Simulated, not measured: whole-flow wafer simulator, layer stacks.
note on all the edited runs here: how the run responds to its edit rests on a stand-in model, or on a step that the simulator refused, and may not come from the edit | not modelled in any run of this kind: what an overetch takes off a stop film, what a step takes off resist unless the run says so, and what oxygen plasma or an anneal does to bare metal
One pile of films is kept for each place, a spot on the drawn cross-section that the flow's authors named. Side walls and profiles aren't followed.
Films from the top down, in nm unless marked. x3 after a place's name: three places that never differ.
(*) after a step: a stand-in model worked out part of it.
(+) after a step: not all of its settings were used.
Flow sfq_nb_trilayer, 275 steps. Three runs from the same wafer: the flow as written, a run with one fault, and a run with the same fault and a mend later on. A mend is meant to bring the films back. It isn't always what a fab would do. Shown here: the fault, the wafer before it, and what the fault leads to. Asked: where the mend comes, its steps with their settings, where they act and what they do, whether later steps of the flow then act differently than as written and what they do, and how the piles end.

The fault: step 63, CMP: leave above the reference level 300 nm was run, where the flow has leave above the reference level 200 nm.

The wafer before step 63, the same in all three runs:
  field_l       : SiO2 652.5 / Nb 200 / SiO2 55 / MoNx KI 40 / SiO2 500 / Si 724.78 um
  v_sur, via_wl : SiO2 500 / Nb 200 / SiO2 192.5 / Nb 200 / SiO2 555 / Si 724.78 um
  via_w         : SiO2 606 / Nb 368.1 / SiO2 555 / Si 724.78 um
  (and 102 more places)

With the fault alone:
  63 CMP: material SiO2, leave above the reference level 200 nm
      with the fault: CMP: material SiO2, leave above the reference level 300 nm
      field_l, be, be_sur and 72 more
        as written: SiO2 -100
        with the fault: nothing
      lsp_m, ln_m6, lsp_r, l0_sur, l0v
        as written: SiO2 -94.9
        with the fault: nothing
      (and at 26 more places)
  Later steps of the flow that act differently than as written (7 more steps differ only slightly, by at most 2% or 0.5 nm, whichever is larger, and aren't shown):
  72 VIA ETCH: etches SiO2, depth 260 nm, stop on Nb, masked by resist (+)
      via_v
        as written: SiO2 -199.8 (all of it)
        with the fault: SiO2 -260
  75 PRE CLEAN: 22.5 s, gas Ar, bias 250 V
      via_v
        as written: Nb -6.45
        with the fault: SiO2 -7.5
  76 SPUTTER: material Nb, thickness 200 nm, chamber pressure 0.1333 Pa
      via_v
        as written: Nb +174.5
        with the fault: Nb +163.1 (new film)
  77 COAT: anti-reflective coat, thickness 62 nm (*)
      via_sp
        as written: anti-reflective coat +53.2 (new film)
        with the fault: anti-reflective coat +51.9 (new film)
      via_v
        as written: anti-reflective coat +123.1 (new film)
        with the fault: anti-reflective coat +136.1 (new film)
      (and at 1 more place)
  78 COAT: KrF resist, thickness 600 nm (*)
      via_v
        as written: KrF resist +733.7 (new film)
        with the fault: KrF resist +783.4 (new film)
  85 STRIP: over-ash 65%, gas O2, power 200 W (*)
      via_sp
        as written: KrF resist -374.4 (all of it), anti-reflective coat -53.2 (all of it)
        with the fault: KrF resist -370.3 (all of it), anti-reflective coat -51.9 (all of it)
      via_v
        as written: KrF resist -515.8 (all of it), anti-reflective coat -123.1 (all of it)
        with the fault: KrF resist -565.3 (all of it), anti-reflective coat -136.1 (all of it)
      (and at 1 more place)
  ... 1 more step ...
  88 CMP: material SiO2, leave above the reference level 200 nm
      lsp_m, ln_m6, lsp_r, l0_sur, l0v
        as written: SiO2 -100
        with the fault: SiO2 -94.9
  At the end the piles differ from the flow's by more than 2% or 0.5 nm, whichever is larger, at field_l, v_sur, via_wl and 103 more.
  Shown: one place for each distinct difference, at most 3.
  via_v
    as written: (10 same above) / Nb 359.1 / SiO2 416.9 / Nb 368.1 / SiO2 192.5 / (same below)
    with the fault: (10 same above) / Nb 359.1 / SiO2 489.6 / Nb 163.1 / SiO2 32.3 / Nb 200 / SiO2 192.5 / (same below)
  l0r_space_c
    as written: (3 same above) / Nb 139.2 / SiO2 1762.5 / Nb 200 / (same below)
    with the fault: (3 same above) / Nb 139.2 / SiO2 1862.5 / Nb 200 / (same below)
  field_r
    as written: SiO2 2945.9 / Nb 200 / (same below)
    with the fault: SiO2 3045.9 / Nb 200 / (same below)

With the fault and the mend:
  The mend comes after step 70.
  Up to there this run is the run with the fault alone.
  70a STRIP: over-ash 65%, gas O2, power 200 W (*)
      field_l, v_sur, via_wl and 77 more
        KrF resist -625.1 (all of it), anti-reflective coat -62 (all of it)
      via_w, via_wr, via_sp and 12 more
        KrF resist -625 (all of it), anti-reflective coat -62 (all of it)
      ln_m6, l0_sur
        KrF resist -627.1 (all of it), anti-reflective coat -62.4 (all of it)
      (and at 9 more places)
  70b CMP: material SiO2, leave above the reference level 200 nm (the flow's step 63 once more)
      field_l, v_sur, via_wl and 98 more
        SiO2 -100
      lsp_m, ln_m6, lsp_r, l0_sur, l0v
        SiO2 -94.9
  70c COAT: anti-reflective coat, thickness 62 nm (the flow's step 65 once more)
      field_l, v_sur, via_wl and 103 more
        anti-reflective coat +62 (new film)
  70d COAT: KrF resist, thickness 650 nm (the flow's step 66 once more)
      field_l, v_sur, via_wl and 103 more
        KrF resist +650 (new film)
  70e SOFTBAKE: KrF resist (the flow's step 67 once more)
      changes no film at any place that is followed
  70f EXPOSE: photomask I1, dose 11.91 mJ/cm2, NA 0.6, wavelength 248 nm (*) (the flow's step 68 once more)
      changes no film at any place that is followed
  70g PEB: KrF resist, 90 s (the flow's step 69 once more)
      field_l, v_sur, via_wl and 103 more
        KrF resist -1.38
  70h DEVELOP: KrF resist, thickness 650 nm, 60 s (the flow's step 70 once more)
      field_l, v_sur, via_wl and 102 more
        KrF resist -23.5
      via_v
        KrF resist -648.6 (all of it)
  No later step of the flow acts differently than as written at any place that is followed.
  At the end the piles are the same as the flow's at every place that both follow.
